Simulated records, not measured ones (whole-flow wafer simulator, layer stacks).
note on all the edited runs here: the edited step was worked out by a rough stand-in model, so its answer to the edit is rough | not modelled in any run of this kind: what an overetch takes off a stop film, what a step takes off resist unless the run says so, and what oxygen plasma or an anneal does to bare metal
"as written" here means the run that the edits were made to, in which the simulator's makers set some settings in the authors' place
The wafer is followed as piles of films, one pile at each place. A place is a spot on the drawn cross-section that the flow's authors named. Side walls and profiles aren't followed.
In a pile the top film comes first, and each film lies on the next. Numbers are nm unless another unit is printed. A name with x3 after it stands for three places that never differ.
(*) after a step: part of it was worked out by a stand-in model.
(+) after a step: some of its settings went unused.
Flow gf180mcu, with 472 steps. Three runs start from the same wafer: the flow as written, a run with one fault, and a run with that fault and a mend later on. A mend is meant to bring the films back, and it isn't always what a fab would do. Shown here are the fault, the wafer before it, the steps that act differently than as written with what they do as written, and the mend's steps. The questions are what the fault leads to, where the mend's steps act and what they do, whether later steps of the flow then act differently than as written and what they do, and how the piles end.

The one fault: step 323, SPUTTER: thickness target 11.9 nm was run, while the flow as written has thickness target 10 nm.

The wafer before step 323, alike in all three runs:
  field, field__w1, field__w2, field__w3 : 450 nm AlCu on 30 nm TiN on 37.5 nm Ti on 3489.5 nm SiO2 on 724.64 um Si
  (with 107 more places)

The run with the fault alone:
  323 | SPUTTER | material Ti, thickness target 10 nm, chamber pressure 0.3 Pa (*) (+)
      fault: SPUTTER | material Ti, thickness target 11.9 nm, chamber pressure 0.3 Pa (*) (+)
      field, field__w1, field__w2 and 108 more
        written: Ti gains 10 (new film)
        fault: Ti gains 11.9 (new film)
  Steps further on in the flow that do not act as written (5 more steps, not shown, differ only slightly: by at most 2% or 0.5 nm, whichever is larger):
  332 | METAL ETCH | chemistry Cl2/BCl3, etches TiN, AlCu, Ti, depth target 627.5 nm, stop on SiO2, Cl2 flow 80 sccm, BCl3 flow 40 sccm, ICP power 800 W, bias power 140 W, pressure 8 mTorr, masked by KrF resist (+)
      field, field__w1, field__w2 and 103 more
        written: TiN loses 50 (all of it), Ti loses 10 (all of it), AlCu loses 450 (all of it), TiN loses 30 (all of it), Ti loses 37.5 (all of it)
        fault: TiN loses 50 (all of it), Ti loses 11.9 (all of it), AlCu loses 450 (all of it), TiN loses 30 (all of it), Ti loses 37.5 (all of it)
  By the end, the piles at field__w8, contact, m1, m1__w1, m1_nw depart from the flow's by more than 2% or 0.5 nm, whichever is larger.
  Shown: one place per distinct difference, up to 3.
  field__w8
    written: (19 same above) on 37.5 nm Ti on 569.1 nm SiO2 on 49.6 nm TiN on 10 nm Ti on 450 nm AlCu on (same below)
    fault: (19 same above) on 37.5 nm Ti on 567.2 nm SiO2 on 49.6 nm TiN on 11.9 nm Ti on 450 nm AlCu on (same below)
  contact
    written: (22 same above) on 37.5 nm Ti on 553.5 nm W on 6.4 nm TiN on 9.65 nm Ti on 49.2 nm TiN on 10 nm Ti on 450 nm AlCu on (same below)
    fault: (22 same above) on 37.5 nm Ti on 551.6 nm W on 6.41 nm TiN on 9.66 nm Ti on 49.2 nm TiN on 11.9 nm Ti on 450 nm AlCu on (same below)

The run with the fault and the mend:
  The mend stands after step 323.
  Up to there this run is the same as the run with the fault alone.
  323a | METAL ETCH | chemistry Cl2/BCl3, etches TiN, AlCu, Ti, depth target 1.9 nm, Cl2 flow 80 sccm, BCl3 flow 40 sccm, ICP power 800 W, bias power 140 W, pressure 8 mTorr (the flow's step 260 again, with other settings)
      field, field__w1, field__w2 and 108 more
        Ti loses 1.9
  None of the later steps of the flow acts differently than as written at any place that is followed.
  By the end, the piles equal the flow's at every place that both follow.
